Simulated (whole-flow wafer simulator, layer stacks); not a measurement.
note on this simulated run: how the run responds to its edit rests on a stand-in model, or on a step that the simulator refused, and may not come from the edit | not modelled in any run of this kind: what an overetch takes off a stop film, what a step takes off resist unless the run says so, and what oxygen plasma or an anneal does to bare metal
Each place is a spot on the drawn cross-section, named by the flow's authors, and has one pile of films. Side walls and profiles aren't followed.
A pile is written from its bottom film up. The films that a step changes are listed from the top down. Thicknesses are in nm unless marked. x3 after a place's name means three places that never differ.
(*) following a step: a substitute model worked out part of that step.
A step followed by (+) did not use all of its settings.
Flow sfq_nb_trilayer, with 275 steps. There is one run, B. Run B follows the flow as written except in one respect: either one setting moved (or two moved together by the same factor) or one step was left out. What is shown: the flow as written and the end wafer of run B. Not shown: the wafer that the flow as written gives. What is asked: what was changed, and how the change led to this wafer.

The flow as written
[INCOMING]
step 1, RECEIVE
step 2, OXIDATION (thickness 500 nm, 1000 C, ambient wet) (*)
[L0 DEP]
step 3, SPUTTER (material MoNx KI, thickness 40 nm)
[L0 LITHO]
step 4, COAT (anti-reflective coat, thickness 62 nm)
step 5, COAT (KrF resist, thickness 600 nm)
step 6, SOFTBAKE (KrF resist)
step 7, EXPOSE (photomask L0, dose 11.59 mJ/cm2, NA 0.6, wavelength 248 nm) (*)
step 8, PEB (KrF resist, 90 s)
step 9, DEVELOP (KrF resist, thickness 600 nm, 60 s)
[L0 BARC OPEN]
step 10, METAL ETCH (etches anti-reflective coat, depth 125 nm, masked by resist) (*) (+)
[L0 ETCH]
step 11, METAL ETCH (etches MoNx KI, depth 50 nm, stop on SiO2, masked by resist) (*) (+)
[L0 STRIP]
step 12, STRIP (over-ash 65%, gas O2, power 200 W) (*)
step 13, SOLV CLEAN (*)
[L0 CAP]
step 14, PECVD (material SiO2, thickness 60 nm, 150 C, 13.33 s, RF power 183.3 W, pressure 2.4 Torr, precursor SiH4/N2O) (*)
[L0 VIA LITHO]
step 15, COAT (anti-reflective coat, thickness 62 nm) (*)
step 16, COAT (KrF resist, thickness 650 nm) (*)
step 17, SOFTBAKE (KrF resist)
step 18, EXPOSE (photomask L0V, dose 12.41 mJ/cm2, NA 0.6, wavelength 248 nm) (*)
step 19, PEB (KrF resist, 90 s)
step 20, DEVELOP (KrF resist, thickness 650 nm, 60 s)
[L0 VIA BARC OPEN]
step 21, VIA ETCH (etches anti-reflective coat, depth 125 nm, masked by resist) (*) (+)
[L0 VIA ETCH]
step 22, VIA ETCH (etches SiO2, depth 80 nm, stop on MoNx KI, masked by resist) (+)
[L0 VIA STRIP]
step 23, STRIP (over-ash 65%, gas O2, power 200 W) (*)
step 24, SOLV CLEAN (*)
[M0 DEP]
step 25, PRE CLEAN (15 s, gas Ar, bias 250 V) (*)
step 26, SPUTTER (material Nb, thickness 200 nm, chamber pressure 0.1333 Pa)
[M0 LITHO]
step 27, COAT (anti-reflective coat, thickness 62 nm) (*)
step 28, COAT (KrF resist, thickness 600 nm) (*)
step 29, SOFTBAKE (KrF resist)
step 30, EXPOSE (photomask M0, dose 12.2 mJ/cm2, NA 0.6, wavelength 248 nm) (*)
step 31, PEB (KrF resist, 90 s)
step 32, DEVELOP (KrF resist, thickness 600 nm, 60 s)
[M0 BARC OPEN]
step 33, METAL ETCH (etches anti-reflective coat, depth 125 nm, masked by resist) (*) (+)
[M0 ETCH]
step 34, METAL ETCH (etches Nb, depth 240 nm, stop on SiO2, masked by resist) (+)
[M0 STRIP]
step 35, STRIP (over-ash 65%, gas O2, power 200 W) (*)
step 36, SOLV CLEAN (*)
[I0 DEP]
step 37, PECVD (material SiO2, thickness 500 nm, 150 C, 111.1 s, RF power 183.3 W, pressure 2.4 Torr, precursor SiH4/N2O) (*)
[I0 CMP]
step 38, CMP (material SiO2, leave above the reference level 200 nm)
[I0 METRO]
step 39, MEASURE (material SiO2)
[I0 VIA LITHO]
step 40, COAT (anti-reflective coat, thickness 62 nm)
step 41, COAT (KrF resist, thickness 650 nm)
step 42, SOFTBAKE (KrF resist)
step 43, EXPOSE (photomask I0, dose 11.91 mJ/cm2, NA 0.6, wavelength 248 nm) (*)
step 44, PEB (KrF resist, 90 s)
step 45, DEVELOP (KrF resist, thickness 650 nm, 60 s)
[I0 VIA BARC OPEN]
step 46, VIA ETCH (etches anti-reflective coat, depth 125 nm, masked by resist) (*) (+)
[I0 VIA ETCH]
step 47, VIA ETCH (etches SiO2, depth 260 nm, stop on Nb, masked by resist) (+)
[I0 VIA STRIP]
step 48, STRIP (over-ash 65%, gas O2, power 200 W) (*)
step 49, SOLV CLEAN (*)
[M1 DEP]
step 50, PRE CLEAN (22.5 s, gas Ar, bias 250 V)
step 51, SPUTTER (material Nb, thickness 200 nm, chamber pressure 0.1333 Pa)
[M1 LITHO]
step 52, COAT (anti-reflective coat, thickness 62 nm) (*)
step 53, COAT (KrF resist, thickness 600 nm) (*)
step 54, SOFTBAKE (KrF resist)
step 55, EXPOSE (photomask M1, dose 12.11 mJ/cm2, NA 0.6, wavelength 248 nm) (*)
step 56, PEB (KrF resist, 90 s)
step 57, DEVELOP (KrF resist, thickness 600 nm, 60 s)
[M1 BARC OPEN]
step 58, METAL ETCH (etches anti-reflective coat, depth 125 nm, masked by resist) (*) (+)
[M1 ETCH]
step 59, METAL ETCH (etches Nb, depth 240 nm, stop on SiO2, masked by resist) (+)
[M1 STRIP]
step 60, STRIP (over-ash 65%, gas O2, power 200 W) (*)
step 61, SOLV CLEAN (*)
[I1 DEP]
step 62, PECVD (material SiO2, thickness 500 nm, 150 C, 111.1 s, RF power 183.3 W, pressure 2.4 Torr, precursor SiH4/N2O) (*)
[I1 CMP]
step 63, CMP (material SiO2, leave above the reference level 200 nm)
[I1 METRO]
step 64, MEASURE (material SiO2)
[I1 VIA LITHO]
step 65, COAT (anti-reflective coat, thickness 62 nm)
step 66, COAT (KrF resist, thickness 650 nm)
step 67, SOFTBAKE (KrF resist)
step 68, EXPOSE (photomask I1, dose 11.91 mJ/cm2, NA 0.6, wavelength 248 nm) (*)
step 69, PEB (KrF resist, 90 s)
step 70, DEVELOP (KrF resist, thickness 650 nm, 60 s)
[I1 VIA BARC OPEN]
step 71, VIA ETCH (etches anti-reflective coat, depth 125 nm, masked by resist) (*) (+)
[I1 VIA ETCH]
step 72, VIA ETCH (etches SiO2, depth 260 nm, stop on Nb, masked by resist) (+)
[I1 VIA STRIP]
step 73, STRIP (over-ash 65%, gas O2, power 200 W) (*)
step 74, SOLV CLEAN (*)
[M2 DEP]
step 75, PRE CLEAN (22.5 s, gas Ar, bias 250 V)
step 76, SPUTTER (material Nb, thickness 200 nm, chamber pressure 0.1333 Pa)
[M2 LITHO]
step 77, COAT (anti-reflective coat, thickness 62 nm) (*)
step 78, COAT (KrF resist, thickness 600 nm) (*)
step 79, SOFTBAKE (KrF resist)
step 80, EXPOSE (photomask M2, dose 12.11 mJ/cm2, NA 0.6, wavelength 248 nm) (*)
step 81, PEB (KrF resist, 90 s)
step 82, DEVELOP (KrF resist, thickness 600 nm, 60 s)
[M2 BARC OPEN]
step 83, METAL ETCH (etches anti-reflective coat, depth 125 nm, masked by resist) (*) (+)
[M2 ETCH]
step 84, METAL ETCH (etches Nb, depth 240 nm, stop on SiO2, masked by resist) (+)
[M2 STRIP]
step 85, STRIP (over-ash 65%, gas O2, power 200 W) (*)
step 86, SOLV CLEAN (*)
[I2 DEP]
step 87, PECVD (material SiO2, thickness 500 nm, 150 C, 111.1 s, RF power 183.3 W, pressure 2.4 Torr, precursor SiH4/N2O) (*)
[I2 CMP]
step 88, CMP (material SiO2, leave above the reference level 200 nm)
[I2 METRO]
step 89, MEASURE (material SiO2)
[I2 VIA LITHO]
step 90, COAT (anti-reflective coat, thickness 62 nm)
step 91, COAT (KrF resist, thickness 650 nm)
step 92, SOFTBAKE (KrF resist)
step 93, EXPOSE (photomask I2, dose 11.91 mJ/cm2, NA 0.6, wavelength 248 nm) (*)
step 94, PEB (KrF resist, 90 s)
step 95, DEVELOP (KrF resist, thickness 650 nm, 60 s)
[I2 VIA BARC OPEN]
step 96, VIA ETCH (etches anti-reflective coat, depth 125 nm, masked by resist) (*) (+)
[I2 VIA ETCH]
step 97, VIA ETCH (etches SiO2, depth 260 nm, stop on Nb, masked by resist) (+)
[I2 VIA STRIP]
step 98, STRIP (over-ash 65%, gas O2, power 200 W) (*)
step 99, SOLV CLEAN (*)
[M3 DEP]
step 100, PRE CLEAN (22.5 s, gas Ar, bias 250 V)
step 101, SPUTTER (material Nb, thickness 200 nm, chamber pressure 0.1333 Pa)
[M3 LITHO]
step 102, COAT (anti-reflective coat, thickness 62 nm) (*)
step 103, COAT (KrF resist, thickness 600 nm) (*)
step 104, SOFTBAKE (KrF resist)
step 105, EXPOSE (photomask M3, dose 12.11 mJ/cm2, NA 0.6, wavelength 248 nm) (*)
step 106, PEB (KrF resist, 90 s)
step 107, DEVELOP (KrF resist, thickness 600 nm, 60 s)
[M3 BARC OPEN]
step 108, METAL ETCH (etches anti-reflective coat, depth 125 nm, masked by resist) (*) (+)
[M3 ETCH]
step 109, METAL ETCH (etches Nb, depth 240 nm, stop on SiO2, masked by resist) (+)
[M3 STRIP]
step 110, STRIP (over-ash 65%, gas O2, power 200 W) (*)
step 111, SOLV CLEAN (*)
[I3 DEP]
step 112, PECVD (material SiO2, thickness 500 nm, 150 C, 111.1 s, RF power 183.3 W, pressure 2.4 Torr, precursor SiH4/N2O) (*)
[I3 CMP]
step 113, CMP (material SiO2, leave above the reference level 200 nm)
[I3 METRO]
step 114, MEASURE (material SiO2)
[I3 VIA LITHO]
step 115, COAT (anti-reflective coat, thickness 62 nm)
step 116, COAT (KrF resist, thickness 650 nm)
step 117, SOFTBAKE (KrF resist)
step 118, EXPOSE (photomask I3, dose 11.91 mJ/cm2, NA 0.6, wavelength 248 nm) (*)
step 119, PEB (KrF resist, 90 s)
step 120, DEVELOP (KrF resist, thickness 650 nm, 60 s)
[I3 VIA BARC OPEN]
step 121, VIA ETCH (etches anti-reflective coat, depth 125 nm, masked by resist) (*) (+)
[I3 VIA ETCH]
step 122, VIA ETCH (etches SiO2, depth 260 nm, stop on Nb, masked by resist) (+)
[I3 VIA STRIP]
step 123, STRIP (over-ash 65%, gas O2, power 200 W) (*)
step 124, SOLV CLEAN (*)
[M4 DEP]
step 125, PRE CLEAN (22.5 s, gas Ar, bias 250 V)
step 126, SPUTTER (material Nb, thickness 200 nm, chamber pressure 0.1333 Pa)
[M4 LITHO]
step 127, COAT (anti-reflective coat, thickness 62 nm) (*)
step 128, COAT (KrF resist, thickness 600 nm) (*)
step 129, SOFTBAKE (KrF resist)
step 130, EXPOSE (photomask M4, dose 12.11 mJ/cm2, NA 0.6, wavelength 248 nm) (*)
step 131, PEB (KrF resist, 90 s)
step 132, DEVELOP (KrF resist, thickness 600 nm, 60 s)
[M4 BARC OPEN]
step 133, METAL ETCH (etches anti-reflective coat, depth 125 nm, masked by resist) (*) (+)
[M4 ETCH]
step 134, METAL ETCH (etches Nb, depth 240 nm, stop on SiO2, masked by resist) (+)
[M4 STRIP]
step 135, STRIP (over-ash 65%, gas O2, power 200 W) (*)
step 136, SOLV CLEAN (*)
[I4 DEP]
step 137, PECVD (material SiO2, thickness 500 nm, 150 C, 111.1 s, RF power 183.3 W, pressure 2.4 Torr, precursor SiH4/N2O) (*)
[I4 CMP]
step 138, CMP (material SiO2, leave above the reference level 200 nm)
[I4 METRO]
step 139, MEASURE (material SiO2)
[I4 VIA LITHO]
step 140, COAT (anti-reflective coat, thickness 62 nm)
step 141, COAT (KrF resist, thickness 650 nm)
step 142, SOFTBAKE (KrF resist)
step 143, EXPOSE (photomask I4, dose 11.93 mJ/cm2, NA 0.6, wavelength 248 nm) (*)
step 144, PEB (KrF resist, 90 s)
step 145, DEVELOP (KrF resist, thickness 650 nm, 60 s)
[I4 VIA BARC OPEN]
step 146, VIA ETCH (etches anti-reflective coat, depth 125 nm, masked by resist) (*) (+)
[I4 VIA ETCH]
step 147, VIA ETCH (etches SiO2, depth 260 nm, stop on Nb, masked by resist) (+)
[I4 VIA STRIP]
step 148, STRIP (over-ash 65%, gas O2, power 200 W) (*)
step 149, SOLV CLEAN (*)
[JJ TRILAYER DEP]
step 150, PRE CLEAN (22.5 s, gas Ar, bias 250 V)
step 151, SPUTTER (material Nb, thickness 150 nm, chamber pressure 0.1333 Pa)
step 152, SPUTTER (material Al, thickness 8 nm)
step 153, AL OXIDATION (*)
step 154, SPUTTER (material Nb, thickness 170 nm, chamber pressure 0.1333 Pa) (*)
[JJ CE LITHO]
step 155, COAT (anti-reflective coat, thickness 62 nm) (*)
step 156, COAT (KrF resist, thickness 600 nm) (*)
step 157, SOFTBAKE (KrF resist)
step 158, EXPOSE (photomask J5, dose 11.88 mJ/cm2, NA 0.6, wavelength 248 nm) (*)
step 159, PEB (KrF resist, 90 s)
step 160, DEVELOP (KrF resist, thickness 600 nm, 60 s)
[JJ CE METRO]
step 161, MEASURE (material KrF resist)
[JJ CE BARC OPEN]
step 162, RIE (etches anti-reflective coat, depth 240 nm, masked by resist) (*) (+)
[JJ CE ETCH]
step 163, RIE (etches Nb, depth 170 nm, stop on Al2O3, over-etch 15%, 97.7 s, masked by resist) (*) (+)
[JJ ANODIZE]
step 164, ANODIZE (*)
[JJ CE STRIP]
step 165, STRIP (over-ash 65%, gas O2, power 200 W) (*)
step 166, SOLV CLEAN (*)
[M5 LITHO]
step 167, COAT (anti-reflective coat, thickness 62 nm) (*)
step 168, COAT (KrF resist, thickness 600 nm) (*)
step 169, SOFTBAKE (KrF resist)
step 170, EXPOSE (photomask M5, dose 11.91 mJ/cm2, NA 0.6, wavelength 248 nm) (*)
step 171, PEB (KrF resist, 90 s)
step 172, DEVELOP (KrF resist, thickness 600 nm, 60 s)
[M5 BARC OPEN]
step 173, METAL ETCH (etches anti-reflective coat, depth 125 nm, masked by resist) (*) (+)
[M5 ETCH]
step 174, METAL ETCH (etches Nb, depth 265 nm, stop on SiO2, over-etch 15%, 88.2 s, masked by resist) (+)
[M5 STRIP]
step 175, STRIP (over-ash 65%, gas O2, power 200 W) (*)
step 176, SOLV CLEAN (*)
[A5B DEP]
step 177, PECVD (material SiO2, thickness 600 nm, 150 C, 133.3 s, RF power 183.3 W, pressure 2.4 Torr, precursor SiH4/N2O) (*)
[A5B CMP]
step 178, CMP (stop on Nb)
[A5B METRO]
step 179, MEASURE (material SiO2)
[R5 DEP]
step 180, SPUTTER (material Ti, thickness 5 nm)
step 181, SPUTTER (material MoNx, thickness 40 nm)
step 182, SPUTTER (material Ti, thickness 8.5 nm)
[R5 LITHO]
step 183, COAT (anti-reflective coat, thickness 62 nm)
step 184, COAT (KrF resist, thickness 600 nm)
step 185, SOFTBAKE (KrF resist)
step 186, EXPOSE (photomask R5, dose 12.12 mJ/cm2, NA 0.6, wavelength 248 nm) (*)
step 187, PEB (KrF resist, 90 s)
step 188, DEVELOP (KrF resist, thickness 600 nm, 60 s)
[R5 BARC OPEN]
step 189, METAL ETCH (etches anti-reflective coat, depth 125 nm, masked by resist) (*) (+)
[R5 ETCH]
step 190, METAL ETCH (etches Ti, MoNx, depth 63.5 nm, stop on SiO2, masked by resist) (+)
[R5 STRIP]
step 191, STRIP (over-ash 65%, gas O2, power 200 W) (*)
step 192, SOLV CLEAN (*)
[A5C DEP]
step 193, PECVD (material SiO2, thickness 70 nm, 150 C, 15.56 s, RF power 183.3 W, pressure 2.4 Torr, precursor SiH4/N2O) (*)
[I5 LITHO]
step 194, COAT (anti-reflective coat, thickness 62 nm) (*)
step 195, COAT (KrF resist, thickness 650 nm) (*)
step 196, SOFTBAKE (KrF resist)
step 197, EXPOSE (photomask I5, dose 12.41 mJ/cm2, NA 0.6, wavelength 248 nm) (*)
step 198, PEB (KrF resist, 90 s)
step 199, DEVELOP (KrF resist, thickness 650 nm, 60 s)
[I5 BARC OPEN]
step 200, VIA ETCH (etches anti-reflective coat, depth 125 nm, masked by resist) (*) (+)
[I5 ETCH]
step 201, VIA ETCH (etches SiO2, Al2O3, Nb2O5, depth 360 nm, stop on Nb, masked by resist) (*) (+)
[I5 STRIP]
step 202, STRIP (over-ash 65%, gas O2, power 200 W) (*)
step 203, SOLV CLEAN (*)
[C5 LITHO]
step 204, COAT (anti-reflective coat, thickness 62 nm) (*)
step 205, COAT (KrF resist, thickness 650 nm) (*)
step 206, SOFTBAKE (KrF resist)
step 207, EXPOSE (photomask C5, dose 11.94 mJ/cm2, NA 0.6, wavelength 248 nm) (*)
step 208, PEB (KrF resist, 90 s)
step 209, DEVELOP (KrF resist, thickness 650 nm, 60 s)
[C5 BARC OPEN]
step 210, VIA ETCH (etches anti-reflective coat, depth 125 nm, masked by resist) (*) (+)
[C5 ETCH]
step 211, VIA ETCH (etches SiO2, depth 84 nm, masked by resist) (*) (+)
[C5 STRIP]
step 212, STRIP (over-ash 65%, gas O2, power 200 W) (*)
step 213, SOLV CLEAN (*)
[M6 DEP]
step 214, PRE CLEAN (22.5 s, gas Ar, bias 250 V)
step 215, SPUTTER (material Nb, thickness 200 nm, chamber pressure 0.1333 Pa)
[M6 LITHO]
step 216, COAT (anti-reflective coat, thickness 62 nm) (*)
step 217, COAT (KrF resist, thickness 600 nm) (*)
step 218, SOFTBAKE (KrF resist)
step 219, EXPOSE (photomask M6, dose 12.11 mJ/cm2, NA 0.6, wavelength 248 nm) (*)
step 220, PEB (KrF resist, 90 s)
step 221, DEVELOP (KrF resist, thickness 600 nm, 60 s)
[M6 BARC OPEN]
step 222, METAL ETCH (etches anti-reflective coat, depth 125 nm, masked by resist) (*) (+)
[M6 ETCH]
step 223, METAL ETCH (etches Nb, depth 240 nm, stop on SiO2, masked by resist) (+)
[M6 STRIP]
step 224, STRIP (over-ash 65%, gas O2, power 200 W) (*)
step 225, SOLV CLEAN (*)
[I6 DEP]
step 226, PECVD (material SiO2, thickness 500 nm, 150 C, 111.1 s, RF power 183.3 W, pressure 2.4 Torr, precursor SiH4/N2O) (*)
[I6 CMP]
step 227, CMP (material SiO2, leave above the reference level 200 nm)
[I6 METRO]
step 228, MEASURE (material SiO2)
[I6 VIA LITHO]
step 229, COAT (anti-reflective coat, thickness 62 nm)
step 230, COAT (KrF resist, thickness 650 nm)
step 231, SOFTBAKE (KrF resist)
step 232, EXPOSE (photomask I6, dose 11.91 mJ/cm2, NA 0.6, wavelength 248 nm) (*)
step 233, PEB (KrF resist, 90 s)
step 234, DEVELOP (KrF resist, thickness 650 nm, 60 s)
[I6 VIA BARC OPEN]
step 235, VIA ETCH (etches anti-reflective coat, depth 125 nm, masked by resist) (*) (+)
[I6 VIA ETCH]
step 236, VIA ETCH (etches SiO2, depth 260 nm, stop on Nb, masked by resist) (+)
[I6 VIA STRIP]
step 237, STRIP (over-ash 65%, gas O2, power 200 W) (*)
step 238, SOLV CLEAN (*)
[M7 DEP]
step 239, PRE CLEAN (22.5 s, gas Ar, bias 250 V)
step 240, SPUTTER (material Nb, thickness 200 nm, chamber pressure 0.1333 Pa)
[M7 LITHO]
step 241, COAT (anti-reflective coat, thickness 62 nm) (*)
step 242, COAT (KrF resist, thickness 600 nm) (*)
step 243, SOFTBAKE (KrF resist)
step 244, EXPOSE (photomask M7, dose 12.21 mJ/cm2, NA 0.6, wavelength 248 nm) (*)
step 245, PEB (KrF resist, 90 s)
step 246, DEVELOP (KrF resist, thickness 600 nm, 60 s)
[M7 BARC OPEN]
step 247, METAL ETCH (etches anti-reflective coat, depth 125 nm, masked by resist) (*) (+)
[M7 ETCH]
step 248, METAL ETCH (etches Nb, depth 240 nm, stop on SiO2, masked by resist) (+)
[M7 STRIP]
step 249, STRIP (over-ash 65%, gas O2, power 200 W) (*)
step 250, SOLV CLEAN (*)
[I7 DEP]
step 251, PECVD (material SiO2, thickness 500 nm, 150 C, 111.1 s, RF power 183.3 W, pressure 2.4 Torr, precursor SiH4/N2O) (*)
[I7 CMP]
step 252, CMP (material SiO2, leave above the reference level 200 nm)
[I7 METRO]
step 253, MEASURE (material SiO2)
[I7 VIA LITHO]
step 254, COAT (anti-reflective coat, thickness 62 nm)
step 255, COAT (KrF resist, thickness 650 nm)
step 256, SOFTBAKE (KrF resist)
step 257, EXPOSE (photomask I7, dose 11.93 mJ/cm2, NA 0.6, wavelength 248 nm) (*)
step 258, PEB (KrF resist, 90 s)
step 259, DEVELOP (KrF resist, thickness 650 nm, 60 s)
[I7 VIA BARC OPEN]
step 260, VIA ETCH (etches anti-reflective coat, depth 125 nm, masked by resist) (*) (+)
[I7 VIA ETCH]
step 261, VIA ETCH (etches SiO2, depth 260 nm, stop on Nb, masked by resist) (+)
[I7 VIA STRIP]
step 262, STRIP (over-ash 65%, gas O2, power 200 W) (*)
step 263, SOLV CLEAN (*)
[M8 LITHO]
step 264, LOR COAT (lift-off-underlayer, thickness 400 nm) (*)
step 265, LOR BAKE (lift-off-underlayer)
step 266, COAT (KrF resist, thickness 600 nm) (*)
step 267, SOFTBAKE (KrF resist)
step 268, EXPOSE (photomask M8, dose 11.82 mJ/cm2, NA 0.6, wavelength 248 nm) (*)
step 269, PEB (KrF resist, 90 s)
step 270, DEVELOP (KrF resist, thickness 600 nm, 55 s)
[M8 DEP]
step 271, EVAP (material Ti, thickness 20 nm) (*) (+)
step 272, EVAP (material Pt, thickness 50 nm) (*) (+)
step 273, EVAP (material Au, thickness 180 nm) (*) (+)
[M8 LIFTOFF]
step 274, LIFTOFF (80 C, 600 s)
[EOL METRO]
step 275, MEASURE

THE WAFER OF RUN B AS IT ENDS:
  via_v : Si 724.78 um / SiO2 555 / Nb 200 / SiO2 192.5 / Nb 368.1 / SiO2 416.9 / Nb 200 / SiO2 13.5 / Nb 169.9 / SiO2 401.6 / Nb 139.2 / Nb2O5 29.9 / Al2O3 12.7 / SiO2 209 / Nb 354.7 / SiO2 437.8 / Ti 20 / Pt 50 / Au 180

What caused this: step 122, VIA ETCH: depth 178.8 nm was run, whereas the flow has depth 260 nm.

Step by step, how the change led to this:
  step 122, VIA ETCH (etches SiO2, depth 260 nm, stop on Nb, masked by resist) (+)
      via_v: -178.8 SiO2 (it would be, as written: -199.8 SiO2 (all of it))
      field_l, v_sur, via_wl and 102 more: -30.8 KrF resist (it would be, as written: -44.8 KrF resist)
  step 123, STRIP (over-ash 65%, gas O2, power 200 W) (*)
      field_l, v_sur, via_wl and 102 more: -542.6 KrF resist (all of it), -62 anti-reflective coat (all of it) (it would be, as written: -528.6 KrF resist (all of it), -62 anti-reflective coat (all of it))
  step 125, PRE CLEAN (22.5 s, gas Ar, bias 250 V)
      via_v: -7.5 SiO2 (it would be, as written: -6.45 Nb)
  step 126, SPUTTER (material Nb, thickness 200 nm, chamber pressure 0.1333 Pa)
      via_v: +169.9 Nb (new film) (it would be, as written: +165.5 Nb)
  step 127, COAT (anti-reflective coat, thickness 62 nm) (*)
      via_v: +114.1 anti-reflective coat (new film) (it would be, as written: +124.8 anti-reflective coat (new film))
      wire: +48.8 anti-reflective coat (new film) (it would be, as written: +50.2 anti-reflective coat (new film))
  step 135, STRIP (over-ash 65%, gas O2, power 200 W) (*)
      via_v: -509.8 KrF resist (all of it), -114.1 anti-reflective coat (all of it) (it would be, as written: -521.8 KrF resist (all of it), -124.8 anti-reflective coat (all of it))
      wire: -376.6 KrF resist (all of it), -48.8 anti-reflective coat (all of it) (it would be, as written: -374.5 KrF resist (all of it), -50.2 anti-reflective coat (all of it))
  step 137, PECVD (material SiO2, thickness 500 nm, 150 C, 111.1 s, RF power 183.3 W, pressure 2.4 Torr, precursor SiH4/N2O) (*)
      via_v: +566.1 SiO2 (new film) (it would be, as written: +615 SiO2 (new film))
  step 138, CMP (material SiO2, leave above the reference level 200 nm)
      via_v: -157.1 SiO2 (it would be, as written: -181.6 SiO2)
If metal films that touch count as one body, via_v has 7 bodies (between them, from the top down: SiO2 437.8; SiO2 209 / Al2O3 12.7 / Nb2O5 29.9; SiO2 401.6; SiO2 13.5; SiO2 416.9; SiO2 192.5); the flow as written gives 6 bodies (between them, from the top down: SiO2 437.8; SiO2 209 / Al2O3 12.7 / Nb2O5 29.9; SiO2 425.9; SiO2 416.9; SiO2 192.5).
